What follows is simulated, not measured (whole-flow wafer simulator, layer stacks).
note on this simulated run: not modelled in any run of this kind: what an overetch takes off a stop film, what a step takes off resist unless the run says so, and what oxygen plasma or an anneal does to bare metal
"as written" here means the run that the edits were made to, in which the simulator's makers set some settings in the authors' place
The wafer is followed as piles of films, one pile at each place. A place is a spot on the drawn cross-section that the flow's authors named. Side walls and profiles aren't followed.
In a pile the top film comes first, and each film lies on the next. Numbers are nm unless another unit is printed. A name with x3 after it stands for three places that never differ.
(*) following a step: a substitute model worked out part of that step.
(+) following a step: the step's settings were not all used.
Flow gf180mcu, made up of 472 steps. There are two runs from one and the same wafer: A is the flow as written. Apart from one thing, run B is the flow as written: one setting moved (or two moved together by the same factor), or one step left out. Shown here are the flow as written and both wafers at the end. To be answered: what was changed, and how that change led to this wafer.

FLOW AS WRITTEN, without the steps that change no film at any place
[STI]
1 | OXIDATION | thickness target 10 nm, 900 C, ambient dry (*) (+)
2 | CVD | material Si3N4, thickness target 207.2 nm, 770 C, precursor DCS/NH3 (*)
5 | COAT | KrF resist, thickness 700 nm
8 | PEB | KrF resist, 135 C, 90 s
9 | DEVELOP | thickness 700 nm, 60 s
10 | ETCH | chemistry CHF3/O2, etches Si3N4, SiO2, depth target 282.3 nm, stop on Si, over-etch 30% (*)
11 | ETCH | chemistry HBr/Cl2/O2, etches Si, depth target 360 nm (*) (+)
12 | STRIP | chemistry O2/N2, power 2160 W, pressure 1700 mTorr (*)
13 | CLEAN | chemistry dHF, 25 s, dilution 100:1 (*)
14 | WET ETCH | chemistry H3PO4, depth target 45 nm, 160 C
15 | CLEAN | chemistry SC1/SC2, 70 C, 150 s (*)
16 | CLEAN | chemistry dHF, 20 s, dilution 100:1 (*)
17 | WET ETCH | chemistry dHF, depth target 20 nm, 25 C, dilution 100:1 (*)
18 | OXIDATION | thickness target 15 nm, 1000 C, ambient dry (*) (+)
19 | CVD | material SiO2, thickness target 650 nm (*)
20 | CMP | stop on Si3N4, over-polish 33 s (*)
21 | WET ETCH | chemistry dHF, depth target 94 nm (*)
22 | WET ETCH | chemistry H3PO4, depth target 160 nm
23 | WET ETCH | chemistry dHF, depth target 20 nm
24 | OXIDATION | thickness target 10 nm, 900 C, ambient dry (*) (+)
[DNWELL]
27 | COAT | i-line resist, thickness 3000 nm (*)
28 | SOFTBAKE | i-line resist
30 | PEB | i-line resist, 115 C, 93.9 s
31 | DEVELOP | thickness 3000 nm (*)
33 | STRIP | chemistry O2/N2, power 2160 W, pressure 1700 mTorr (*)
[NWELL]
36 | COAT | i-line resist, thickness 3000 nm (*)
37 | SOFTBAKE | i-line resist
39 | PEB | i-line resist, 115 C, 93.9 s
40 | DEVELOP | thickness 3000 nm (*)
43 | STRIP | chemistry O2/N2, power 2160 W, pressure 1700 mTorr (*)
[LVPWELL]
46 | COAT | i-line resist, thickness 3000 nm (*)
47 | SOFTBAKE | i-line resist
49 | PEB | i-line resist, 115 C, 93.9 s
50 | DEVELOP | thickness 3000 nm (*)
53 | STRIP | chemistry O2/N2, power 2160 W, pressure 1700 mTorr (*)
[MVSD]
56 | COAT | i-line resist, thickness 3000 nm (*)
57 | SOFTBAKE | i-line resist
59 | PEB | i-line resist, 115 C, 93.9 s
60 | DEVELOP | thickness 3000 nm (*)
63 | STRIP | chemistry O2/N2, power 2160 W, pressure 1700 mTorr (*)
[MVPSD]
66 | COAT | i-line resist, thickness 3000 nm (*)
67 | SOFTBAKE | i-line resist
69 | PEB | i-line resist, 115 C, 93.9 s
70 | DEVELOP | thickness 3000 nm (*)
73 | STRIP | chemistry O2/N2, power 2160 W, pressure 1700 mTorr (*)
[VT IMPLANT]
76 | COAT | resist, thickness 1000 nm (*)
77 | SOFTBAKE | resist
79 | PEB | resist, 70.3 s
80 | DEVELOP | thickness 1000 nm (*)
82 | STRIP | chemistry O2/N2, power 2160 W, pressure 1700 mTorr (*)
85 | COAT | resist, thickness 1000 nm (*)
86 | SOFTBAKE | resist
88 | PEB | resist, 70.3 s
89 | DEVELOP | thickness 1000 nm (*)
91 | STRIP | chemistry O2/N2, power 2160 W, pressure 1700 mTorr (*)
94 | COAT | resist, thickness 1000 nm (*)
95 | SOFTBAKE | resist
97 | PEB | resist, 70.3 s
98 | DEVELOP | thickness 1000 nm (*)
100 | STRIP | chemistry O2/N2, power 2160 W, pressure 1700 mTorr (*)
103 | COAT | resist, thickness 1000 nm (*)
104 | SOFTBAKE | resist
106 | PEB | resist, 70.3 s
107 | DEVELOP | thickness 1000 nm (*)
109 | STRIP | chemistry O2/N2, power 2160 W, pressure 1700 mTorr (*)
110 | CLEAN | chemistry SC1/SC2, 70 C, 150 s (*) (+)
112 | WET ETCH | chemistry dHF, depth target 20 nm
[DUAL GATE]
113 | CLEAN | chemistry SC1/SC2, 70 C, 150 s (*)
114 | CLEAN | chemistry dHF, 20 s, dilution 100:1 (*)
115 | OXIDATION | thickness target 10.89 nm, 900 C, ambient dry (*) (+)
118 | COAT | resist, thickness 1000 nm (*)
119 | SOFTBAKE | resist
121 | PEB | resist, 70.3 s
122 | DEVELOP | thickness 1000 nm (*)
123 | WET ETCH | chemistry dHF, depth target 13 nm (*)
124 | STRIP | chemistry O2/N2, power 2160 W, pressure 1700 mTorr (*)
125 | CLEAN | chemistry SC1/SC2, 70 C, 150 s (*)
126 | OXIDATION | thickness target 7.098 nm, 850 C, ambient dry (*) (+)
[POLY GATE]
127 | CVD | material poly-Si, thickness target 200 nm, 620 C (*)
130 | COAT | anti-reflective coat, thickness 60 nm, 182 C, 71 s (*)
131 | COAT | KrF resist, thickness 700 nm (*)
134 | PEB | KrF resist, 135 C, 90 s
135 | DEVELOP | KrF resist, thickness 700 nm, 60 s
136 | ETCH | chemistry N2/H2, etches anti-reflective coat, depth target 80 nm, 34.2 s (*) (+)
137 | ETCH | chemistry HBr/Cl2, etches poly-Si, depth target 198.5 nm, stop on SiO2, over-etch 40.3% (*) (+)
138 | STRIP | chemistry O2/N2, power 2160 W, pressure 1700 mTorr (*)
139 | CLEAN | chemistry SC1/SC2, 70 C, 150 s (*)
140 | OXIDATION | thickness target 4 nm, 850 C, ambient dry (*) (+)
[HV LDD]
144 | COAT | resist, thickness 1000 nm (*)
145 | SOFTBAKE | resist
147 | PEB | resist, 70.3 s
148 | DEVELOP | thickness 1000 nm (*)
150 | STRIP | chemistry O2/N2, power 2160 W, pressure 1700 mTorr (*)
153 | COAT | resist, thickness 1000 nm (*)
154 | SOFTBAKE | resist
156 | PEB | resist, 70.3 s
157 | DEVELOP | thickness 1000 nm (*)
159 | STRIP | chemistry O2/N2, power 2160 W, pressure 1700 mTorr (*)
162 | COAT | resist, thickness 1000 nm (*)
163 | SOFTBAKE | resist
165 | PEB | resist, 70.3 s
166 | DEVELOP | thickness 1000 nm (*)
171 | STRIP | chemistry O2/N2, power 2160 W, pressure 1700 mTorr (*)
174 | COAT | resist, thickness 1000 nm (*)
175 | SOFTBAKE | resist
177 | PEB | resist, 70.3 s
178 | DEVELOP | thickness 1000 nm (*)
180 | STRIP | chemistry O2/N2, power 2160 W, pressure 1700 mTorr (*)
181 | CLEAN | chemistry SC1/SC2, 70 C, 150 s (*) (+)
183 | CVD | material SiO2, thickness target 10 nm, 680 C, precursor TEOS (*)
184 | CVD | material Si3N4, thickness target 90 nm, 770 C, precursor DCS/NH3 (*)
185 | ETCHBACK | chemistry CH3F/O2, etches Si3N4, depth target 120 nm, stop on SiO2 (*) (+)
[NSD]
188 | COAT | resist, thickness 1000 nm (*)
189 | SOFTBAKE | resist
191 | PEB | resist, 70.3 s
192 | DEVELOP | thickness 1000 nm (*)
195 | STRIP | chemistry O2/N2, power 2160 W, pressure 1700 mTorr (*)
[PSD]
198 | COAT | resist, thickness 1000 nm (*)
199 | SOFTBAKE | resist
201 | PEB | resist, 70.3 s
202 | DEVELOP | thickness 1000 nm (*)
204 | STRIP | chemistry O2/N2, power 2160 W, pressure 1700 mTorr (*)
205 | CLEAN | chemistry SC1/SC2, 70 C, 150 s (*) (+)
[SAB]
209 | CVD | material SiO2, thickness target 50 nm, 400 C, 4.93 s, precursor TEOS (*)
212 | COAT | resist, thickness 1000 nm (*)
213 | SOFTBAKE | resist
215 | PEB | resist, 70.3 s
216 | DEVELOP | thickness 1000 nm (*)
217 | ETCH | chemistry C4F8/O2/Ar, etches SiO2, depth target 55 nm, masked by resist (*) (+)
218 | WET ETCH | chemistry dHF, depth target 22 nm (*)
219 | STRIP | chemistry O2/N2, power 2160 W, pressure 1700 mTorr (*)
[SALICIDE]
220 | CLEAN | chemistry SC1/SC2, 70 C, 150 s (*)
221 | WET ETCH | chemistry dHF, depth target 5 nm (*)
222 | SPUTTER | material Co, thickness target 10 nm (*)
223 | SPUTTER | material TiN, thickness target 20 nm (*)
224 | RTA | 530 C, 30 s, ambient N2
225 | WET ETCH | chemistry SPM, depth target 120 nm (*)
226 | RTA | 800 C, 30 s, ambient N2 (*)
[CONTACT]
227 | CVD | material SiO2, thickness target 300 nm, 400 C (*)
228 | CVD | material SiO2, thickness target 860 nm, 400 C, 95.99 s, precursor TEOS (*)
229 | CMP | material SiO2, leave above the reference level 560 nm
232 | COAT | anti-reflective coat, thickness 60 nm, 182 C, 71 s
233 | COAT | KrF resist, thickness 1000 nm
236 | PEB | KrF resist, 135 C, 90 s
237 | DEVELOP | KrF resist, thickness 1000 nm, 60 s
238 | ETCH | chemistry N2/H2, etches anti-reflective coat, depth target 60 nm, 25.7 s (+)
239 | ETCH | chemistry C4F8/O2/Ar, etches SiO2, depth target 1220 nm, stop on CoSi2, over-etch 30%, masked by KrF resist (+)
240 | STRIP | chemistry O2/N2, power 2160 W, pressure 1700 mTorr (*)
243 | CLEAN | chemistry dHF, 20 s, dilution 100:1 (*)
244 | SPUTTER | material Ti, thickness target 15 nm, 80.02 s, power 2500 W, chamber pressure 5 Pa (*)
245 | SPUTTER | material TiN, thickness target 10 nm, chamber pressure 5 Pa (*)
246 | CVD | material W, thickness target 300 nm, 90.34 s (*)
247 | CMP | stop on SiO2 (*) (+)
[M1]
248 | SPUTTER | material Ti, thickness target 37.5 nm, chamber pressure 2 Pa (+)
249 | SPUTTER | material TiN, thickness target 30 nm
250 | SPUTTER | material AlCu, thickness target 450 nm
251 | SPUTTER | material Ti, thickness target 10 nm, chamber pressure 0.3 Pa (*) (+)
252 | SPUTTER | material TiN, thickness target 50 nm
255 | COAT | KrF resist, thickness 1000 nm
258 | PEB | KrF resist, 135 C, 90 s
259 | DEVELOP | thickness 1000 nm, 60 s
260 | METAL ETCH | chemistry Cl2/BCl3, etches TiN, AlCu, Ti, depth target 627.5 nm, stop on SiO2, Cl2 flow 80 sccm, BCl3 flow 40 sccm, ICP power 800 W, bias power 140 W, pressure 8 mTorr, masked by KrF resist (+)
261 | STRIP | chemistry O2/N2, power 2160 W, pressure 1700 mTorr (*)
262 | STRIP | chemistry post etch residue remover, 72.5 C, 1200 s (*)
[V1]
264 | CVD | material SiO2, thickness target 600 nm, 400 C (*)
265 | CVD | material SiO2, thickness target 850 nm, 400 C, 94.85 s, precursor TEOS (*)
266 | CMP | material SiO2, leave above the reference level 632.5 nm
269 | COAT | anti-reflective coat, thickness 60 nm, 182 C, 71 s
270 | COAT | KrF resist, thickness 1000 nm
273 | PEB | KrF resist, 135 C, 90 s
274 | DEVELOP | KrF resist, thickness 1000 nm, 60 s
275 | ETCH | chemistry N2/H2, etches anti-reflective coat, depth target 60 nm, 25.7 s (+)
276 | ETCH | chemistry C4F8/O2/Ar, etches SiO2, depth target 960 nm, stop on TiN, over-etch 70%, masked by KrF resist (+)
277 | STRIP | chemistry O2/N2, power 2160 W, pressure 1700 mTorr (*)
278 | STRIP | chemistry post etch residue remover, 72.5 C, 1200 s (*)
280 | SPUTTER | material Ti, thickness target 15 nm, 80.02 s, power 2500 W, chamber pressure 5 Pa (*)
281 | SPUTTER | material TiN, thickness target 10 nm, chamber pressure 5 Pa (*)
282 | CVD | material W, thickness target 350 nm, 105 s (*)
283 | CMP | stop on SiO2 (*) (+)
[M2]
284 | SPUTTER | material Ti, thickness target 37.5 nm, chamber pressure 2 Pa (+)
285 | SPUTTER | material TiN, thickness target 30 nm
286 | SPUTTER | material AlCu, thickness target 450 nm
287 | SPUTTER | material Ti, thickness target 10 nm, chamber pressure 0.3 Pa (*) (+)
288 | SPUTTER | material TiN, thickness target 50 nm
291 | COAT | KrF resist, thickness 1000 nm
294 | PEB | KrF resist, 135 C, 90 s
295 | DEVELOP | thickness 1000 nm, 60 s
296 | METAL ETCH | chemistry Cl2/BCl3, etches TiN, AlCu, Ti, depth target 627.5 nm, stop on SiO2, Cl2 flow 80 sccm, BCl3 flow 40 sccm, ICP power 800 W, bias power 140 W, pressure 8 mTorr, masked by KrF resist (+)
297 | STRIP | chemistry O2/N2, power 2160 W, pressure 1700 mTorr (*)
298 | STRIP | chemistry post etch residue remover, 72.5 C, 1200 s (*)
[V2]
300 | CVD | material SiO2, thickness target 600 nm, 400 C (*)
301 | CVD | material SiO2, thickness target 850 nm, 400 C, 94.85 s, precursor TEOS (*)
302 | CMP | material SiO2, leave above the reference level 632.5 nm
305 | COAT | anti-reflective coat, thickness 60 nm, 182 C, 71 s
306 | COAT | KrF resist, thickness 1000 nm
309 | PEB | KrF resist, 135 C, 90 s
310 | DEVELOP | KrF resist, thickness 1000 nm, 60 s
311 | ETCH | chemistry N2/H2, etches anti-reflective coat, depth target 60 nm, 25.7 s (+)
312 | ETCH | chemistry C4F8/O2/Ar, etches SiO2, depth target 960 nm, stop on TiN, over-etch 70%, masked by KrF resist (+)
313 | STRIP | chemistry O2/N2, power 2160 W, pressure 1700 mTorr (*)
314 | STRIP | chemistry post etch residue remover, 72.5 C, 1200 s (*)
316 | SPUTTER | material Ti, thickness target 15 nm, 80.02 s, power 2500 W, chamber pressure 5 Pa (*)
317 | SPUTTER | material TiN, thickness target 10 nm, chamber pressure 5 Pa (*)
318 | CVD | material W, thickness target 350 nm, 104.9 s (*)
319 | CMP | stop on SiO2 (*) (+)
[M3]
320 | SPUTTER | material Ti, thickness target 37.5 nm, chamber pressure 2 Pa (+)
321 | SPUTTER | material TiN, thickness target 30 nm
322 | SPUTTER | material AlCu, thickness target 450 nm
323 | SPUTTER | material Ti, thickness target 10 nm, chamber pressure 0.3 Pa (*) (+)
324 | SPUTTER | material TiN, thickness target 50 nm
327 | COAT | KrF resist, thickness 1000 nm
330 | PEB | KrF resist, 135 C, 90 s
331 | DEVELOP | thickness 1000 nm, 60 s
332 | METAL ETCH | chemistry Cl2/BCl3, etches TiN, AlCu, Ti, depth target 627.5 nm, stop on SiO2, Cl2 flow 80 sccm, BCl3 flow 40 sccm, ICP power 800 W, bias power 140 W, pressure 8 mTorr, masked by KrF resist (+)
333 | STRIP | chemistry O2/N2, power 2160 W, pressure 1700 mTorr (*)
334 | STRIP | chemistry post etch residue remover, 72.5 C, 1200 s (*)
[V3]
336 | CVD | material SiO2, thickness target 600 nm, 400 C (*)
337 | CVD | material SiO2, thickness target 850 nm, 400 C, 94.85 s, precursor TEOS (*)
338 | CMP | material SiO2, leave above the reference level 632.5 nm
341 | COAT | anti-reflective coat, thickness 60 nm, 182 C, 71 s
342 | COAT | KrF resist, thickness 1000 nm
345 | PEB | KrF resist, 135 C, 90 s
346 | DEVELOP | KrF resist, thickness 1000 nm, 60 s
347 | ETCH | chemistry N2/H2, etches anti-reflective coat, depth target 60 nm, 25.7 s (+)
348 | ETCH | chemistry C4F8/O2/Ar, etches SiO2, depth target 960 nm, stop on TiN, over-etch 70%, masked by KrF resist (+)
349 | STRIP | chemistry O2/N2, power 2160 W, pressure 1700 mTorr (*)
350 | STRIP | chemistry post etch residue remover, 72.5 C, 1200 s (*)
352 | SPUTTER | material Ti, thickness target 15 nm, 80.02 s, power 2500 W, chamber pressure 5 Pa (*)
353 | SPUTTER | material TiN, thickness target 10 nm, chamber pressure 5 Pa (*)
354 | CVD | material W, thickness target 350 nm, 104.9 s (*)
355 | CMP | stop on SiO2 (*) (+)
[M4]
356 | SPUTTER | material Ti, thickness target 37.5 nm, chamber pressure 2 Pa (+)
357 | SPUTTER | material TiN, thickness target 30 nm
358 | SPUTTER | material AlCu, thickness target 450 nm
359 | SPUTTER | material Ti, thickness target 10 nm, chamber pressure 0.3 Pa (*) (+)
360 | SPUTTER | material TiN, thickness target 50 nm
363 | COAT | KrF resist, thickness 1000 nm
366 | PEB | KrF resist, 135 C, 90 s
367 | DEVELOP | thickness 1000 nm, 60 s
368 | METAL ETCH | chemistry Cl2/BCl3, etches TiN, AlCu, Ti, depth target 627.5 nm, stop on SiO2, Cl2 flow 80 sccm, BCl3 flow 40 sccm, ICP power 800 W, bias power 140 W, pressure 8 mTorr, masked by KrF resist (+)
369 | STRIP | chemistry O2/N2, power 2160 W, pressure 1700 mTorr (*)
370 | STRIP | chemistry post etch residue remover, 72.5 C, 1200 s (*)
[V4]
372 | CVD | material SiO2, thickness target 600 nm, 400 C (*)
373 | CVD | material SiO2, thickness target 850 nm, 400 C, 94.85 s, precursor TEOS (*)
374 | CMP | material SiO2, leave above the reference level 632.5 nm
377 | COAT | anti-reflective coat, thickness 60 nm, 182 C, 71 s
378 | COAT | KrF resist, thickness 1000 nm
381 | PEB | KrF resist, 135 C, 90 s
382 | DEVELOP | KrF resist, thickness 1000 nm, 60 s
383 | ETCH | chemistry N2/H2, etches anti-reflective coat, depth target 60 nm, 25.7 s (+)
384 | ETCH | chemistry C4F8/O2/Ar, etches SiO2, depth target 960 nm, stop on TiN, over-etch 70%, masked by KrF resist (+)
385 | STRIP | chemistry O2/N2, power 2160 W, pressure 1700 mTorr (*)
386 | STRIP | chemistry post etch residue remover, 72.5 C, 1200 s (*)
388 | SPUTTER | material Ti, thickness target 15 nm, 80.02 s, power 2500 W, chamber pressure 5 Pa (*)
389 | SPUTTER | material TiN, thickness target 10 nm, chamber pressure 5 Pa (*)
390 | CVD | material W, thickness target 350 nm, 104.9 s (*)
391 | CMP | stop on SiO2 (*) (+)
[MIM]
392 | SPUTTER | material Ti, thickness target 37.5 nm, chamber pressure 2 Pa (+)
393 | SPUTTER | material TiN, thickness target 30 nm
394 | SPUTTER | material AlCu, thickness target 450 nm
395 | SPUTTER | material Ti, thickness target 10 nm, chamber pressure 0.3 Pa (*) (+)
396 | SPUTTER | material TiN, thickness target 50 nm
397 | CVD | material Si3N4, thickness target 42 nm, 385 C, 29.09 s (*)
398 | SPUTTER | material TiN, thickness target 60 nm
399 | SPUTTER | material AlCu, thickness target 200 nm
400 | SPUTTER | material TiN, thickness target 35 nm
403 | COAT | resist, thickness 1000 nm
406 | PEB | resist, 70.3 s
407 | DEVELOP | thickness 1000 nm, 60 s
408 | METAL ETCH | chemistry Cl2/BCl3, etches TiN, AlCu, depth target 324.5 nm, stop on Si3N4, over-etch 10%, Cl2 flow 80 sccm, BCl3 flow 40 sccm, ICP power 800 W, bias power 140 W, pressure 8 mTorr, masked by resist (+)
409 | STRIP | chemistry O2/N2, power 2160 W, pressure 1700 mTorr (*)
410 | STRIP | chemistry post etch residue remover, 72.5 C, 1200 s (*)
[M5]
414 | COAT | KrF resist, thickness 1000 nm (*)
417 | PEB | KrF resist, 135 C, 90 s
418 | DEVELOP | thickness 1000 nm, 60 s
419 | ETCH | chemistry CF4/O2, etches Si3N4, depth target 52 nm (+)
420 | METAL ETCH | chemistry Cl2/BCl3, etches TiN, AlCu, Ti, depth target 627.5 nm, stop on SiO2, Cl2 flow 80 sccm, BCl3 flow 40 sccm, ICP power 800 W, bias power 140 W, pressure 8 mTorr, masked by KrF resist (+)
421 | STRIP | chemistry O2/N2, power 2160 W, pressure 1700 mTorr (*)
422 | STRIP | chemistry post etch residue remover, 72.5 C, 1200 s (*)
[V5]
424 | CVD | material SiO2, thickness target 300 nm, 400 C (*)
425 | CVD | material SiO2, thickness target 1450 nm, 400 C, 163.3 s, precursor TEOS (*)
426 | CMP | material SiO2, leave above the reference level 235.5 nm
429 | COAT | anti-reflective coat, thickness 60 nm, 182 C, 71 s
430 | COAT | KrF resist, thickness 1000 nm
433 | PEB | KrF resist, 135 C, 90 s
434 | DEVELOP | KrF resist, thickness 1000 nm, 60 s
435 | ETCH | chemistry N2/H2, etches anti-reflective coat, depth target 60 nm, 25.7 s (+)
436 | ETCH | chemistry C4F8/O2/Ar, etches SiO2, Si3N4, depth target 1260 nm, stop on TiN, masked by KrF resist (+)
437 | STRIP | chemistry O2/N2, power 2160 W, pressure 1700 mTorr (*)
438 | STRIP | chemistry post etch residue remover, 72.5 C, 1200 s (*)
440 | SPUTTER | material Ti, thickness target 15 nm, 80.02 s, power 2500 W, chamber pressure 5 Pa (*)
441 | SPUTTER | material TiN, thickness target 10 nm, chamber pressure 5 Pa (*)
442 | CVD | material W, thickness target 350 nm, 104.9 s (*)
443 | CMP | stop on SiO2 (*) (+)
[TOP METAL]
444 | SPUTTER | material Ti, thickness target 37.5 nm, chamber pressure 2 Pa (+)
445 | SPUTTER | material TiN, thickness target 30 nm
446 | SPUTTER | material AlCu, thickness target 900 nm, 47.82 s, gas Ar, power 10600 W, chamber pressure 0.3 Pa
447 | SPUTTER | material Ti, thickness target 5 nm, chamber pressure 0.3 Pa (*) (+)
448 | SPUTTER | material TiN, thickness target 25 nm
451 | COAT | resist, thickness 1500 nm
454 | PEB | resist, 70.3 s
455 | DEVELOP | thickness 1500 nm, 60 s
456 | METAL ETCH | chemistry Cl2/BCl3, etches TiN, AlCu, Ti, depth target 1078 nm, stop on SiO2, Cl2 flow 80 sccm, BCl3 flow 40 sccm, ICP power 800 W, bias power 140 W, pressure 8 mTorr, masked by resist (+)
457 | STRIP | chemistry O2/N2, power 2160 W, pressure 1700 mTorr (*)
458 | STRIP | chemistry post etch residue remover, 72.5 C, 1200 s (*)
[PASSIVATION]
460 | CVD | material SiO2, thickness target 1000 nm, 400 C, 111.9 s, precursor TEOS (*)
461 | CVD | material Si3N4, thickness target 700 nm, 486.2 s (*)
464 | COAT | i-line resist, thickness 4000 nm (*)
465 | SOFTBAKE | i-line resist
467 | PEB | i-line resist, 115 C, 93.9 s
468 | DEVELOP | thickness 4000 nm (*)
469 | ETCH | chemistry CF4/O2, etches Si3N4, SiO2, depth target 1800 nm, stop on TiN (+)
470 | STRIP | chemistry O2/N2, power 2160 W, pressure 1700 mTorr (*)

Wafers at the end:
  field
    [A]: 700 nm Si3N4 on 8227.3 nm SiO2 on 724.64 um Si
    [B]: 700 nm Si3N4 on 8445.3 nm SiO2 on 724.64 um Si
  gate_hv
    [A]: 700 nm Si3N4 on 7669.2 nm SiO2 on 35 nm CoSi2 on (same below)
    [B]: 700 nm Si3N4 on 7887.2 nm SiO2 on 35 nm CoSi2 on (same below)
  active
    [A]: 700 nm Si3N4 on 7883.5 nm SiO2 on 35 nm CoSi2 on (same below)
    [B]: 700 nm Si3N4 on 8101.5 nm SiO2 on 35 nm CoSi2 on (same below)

What caused this: step 229, CMP: leave above the reference level 778 nm was run, whereas the flow has leave above the reference level 560 nm.

The path from the change to this, step by step:
  229 | CMP | material SiO2, leave above the reference level 560 nm
      gate_hv, gate_nat, ld_gate_n and 11 more: A SiO2 loses 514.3 | B SiO2 loses 296.3
      ldn_sep__w1, ldn_sep__w2, ldn_dft and 8 more: A SiO2 loses 311 | B SiO2 loses 93
      (also at 86 further places)
  239 | ETCH | chemistry C4F8/O2/Ar, etches SiO2, depth target 1220 nm, stop on CoSi2, over-etch 30%, masked by KrF resist (+)
      field, field__w1, field__w2 and 105 more: A KrF resist loses 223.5 | B KrF resist loses 244
      polyc_n, polyc_p: A SiO2 loses 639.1 (all of it) | B SiO2 loses 857.1 (all of it)
      (also at 1 further place)
  240 | STRIP | chemistry O2/N2, power 2160 W, pressure 1700 mTorr (*)
      field, field__w1, field__w2 and 105 more: A KrF resist loses 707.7 (all of it), anti-reflective coat loses 60 (all of it) | B KrF resist loses 687.2 (all of it), anti-reflective coat loses 60 (all of it)
  244 | SPUTTER | material Ti, thickness target 15 nm, 80.02 s, power 2500 W, chamber pressure 5 Pa (*)
      contact: A Ti gains 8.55 (new film) | B Ti gains 7.54 (new film)
  245 | SPUTTER | material TiN, thickness target 10 nm, chamber pressure 5 Pa (*)
      contact: A TiN gains 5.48 (new film) | B TiN gains 4.85 (new film)
  246 | CVD | material W, thickness target 300 nm, 90.34 s (*)
      polyc_n, polyc_p: A W gains 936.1 (new film) | B W gains 1154.1 (new film)
      contact: A W gains 1167.5 (new film) | B W gains 1387.2 (new film)
